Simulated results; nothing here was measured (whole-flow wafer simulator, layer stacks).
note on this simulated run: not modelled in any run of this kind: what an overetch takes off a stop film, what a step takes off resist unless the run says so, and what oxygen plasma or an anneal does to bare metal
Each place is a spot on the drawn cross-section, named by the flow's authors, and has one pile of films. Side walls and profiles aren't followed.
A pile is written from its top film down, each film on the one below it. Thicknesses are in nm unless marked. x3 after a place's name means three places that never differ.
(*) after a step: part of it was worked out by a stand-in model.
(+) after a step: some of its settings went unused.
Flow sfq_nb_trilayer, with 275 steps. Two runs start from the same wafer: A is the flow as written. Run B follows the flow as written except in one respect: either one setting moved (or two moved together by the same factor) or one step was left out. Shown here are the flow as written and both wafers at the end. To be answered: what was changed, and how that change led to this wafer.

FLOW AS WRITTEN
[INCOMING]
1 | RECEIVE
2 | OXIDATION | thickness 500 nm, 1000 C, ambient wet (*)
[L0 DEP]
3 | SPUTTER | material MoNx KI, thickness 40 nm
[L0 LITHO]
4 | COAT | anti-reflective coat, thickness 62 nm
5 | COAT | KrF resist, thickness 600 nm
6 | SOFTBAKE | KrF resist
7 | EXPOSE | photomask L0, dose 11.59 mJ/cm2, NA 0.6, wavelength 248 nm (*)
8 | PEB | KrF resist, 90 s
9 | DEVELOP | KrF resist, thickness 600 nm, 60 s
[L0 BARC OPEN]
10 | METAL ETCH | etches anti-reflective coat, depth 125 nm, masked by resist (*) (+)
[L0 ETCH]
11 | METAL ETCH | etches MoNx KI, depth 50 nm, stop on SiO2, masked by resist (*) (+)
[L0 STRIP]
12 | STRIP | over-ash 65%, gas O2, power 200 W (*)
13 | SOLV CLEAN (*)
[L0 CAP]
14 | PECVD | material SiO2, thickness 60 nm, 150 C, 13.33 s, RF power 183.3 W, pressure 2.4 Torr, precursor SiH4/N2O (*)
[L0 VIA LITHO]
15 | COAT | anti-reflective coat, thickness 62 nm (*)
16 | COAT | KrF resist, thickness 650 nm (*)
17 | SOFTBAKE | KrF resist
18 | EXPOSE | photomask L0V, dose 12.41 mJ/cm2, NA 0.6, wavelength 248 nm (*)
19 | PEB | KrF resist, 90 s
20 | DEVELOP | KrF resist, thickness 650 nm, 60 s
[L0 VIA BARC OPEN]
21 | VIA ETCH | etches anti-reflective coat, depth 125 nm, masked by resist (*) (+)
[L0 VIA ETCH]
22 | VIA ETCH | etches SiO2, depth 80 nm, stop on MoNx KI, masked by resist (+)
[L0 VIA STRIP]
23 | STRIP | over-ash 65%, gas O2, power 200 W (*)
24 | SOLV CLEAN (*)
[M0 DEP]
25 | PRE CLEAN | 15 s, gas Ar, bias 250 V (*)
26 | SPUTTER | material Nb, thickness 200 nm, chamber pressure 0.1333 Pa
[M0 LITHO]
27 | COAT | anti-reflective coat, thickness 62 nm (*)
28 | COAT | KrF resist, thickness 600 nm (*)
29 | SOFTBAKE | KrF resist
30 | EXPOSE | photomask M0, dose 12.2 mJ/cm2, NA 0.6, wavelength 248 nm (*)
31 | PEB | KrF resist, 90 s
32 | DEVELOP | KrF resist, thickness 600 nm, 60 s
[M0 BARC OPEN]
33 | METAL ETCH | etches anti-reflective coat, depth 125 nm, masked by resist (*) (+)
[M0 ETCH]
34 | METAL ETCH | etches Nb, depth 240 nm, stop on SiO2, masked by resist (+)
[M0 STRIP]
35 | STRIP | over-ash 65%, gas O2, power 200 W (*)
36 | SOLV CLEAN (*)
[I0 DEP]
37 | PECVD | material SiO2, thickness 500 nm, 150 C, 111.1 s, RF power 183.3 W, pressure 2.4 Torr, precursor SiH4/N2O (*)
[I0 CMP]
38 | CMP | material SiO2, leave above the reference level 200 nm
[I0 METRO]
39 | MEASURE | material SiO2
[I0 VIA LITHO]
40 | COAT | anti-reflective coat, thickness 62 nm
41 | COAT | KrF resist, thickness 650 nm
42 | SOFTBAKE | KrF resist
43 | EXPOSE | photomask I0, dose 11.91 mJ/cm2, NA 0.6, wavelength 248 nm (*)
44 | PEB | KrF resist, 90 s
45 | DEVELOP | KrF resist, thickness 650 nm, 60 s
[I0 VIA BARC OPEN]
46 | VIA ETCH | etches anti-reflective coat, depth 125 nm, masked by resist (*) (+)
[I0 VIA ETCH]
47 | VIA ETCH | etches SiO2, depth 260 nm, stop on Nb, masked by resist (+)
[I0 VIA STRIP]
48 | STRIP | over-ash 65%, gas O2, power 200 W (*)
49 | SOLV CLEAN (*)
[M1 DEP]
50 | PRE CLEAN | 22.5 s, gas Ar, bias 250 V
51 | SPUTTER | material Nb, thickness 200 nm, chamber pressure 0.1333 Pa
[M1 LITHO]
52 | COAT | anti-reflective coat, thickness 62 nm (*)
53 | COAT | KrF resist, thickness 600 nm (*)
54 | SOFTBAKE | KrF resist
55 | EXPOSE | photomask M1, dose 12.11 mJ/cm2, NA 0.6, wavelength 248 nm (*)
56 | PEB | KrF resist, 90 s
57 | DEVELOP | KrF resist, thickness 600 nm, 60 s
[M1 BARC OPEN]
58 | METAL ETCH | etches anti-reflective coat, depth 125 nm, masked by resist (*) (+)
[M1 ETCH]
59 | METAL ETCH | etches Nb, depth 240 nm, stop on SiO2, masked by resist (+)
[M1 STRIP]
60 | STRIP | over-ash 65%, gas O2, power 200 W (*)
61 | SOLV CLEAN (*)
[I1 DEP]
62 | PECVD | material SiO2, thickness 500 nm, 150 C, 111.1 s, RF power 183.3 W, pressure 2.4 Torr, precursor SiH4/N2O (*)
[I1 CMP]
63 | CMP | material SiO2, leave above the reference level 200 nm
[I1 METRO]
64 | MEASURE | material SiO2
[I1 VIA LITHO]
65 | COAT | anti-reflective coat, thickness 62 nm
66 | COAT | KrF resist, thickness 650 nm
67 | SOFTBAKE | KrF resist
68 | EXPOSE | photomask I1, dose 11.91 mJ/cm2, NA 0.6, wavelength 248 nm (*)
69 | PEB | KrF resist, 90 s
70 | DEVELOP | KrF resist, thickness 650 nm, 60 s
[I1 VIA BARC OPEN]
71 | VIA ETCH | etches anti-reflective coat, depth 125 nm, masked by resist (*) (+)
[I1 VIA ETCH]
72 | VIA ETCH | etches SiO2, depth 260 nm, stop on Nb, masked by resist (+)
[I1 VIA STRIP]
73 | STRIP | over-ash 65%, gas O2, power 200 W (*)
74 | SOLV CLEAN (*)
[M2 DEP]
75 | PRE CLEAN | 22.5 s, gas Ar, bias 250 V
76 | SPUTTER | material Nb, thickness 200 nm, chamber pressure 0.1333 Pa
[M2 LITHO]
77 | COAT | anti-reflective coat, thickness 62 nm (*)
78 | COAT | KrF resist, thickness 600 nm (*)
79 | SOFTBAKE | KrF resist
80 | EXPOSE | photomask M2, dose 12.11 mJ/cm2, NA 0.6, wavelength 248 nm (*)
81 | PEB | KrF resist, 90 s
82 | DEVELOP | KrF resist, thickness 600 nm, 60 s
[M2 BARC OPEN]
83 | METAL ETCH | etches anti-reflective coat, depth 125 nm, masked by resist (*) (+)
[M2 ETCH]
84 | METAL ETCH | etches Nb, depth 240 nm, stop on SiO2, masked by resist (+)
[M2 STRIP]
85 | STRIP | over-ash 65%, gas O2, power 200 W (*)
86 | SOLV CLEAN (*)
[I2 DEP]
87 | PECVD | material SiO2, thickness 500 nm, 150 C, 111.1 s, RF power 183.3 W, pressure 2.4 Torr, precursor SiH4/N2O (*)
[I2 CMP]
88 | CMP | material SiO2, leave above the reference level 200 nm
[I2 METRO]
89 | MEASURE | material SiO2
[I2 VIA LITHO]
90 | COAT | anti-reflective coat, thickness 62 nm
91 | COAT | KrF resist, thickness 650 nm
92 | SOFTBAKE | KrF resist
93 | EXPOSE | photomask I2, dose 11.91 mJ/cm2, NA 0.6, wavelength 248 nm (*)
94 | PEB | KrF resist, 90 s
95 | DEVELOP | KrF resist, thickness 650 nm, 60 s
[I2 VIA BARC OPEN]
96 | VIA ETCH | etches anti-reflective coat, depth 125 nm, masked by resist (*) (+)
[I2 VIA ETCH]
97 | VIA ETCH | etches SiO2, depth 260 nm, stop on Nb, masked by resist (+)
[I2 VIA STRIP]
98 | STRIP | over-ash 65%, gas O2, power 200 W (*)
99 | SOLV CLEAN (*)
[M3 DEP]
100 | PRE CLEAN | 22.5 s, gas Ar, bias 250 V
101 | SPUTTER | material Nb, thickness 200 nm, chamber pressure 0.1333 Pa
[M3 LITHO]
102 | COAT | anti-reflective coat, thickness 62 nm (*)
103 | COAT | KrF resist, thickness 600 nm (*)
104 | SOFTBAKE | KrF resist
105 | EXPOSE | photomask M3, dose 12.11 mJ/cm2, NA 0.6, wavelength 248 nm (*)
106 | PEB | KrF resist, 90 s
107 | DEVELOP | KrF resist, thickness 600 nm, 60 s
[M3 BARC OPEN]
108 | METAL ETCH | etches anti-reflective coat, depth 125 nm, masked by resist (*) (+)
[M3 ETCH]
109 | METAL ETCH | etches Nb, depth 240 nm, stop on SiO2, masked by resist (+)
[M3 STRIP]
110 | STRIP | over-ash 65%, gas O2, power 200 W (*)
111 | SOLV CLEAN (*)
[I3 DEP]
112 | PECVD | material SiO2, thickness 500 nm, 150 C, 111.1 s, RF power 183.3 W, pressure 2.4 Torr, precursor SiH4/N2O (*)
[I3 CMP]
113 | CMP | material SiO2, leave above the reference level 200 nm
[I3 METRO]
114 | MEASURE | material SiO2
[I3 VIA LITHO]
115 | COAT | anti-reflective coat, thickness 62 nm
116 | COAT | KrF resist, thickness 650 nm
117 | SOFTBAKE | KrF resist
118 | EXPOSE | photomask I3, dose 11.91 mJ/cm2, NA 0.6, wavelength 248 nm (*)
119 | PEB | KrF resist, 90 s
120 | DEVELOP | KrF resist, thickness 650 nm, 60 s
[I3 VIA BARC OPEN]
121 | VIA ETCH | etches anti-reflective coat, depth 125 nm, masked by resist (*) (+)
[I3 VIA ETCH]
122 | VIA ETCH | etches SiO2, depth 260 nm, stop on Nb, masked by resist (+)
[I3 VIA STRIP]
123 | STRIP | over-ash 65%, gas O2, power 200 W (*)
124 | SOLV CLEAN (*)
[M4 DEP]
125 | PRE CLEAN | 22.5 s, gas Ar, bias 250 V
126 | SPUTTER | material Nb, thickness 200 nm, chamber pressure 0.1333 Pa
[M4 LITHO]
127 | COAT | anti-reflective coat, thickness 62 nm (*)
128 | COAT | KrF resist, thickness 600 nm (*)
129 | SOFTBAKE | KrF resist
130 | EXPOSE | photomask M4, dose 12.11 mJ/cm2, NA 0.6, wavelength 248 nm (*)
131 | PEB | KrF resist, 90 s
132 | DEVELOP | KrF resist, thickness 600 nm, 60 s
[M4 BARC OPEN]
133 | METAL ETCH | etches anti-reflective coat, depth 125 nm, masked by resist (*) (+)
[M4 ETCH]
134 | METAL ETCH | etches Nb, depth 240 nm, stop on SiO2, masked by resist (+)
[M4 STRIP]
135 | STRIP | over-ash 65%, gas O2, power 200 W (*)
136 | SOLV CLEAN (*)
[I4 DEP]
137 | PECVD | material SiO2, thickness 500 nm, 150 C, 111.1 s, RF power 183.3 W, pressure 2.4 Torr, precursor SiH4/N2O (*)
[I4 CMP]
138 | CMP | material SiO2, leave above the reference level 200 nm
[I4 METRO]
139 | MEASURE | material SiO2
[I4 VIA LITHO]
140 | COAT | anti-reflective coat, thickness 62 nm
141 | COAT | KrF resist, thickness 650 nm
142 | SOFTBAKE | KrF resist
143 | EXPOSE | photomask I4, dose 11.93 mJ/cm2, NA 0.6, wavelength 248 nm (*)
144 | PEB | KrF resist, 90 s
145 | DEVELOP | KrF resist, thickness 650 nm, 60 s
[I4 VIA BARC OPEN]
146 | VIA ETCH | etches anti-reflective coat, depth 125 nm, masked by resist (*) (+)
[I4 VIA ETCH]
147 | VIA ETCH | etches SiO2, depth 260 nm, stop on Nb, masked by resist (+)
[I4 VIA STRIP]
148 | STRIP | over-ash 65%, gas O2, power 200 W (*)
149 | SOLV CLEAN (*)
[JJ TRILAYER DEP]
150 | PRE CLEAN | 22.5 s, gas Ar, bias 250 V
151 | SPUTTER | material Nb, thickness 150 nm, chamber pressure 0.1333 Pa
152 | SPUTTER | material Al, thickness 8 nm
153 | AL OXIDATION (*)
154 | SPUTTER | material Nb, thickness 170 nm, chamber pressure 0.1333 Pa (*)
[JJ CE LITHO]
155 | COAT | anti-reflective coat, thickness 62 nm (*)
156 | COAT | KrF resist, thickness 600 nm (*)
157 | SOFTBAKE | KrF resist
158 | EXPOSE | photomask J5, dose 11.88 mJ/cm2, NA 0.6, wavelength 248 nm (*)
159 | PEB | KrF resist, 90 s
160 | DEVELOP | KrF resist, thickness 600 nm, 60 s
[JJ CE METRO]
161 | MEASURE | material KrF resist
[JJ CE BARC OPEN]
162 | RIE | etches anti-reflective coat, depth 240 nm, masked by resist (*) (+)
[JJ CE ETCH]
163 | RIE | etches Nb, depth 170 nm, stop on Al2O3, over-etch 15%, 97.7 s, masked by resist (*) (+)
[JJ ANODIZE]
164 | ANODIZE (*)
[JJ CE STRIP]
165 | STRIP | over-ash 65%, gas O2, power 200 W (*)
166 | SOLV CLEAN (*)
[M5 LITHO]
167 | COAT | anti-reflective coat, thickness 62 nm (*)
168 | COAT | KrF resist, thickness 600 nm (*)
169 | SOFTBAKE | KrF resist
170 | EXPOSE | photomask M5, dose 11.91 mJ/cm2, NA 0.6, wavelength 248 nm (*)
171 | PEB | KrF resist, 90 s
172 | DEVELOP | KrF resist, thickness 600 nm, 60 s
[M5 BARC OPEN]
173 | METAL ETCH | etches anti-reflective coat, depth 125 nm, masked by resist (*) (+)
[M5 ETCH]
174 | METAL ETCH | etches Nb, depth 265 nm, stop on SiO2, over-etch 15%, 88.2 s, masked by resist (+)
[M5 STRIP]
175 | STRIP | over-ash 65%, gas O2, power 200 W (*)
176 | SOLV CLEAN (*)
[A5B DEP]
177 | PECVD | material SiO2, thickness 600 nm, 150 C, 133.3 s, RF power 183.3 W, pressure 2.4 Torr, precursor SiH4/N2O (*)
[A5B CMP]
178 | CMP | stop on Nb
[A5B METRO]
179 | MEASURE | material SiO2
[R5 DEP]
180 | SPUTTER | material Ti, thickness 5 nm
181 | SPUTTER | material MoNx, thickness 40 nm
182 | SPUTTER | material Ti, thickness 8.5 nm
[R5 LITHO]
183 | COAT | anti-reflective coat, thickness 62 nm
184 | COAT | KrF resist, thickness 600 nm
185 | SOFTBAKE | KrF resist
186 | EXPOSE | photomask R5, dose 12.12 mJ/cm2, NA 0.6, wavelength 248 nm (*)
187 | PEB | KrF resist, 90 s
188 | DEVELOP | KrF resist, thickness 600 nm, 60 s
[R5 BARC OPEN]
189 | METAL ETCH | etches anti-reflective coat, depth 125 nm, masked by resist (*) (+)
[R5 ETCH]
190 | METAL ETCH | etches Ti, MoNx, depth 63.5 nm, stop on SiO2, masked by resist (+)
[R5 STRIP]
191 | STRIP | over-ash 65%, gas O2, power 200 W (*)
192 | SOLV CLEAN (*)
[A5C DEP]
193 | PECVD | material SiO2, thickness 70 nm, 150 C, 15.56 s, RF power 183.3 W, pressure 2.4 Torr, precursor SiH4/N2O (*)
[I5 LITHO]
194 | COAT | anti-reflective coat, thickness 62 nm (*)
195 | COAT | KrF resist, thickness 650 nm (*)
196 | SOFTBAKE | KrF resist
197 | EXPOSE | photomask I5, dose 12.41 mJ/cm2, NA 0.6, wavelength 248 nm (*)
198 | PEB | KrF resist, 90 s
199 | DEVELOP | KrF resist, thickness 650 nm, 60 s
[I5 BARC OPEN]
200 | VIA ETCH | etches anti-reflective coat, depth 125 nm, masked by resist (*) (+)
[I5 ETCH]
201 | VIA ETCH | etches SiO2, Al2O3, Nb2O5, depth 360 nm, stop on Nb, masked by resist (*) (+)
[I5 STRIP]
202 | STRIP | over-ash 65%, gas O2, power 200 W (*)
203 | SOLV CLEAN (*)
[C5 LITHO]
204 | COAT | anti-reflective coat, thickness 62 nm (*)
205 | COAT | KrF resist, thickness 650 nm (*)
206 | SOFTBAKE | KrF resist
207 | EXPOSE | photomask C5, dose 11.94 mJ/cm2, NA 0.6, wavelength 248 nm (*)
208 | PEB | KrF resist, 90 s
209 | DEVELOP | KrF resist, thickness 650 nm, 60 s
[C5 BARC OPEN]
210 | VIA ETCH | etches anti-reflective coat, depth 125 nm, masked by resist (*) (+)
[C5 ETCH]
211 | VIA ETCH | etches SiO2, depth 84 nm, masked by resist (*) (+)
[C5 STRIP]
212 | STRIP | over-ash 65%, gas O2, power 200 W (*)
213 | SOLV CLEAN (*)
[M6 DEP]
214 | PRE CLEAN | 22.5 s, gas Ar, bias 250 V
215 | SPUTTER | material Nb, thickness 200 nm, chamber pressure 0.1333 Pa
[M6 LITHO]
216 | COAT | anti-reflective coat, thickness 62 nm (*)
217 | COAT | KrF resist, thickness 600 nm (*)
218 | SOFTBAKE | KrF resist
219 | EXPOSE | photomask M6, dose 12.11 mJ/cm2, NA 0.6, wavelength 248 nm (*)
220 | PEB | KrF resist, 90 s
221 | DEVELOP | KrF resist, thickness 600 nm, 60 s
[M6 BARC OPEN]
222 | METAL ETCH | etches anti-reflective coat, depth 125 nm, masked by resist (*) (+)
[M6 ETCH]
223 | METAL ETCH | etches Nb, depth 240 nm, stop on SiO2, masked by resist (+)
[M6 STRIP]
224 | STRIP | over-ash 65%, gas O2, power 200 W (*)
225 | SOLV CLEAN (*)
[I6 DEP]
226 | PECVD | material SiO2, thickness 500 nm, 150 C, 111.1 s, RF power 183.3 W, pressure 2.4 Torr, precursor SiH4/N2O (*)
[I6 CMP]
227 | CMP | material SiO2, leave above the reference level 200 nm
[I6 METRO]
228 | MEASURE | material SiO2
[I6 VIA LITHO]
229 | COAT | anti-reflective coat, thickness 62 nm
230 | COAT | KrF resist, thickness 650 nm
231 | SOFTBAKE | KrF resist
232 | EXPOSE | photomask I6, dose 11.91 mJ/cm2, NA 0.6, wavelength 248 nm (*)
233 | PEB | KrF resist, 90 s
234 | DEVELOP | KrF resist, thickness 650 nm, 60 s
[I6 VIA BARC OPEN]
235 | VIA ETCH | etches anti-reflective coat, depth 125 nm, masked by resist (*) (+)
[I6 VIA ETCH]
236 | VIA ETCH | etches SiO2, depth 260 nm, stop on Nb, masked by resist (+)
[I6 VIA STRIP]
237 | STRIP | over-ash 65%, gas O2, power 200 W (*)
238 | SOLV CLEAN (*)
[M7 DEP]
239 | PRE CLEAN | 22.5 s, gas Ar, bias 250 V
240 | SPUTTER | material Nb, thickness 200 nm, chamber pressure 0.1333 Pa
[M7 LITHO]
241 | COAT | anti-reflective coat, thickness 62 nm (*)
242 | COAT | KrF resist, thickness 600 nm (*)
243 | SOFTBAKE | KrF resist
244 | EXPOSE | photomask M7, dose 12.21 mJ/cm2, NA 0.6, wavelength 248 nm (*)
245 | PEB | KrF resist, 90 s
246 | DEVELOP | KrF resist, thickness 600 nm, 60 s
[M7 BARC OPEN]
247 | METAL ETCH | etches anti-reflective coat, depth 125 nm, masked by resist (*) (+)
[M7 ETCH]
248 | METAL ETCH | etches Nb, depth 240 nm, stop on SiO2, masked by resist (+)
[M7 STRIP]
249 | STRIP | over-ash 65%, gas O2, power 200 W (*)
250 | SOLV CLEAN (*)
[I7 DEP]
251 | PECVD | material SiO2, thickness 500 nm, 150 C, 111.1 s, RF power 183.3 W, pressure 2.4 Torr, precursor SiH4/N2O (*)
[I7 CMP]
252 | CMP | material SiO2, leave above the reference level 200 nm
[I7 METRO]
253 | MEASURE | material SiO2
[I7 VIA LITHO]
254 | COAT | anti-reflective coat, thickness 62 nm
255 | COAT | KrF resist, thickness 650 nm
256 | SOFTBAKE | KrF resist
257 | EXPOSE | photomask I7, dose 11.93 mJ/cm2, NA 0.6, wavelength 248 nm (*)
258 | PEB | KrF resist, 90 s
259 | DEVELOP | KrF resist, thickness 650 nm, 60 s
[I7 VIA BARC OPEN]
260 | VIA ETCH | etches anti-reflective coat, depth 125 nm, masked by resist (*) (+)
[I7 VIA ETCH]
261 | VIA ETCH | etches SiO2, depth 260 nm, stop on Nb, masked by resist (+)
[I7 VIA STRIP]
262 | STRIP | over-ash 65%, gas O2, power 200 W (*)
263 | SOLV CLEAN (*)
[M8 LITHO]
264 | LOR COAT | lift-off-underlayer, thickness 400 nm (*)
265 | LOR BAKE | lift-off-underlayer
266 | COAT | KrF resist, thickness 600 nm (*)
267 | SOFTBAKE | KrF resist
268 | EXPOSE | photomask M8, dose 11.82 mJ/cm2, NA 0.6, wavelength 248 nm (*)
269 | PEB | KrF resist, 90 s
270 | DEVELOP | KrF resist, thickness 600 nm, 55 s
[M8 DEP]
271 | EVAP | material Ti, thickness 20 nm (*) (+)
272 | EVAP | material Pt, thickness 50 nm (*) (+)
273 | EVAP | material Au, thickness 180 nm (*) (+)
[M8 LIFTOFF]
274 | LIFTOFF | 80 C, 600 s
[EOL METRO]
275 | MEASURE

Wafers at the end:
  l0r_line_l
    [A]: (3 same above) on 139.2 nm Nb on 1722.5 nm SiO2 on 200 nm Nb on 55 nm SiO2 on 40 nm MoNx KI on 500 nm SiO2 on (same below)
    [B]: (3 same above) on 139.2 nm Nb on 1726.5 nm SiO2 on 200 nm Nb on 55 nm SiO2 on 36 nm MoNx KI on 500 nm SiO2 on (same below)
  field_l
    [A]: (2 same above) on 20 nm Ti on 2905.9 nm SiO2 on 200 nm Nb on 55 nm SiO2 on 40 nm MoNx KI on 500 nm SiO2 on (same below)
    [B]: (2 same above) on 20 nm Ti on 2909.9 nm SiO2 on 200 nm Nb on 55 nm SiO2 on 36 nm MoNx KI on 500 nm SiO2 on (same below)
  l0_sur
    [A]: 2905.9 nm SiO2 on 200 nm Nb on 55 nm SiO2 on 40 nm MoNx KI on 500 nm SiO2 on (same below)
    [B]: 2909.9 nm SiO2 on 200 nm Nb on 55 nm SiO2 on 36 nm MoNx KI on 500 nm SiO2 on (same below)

The reason: step 3, SPUTTER: thickness 36 nm was run, though the flow has thickness 40 nm.
One can read it off the wafer: l0r_line_l has MoNx KI 36, and step 3 as written asks for 40 nm.

The path from the change to this, step by step:
  3 | SPUTTER | material MoNx KI, thickness 40 nm
      field_l, v_sur, via_wl and 103 more: A MoNx KI gains 40 (new film) | B MoNx KI gains 36 (new film)
  11 | METAL ETCH | etches MoNx KI, depth 50 nm, stop on SiO2, masked by resist (*) (+)
      v_sur, via_wl, via_w and 97 more: A MoNx KI loses 40 (all of it) | B MoNx KI loses 36 (all of it)
  27 | COAT | anti-reflective coat, thickness 62 nm (*)
      l0r_space_c: A anti-reflective coat gains 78 (new film) | B anti-reflective coat gains 76.4 (new film)
  35 | STRIP | over-ash 65%, gas O2, power 200 W (*)
      l0r_space_c: A KrF resist loses 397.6 (all of it), anti-reflective coat loses 78 (all of it) | B KrF resist loses 396 (all of it), anti-reflective coat loses 76.4 (all of it)
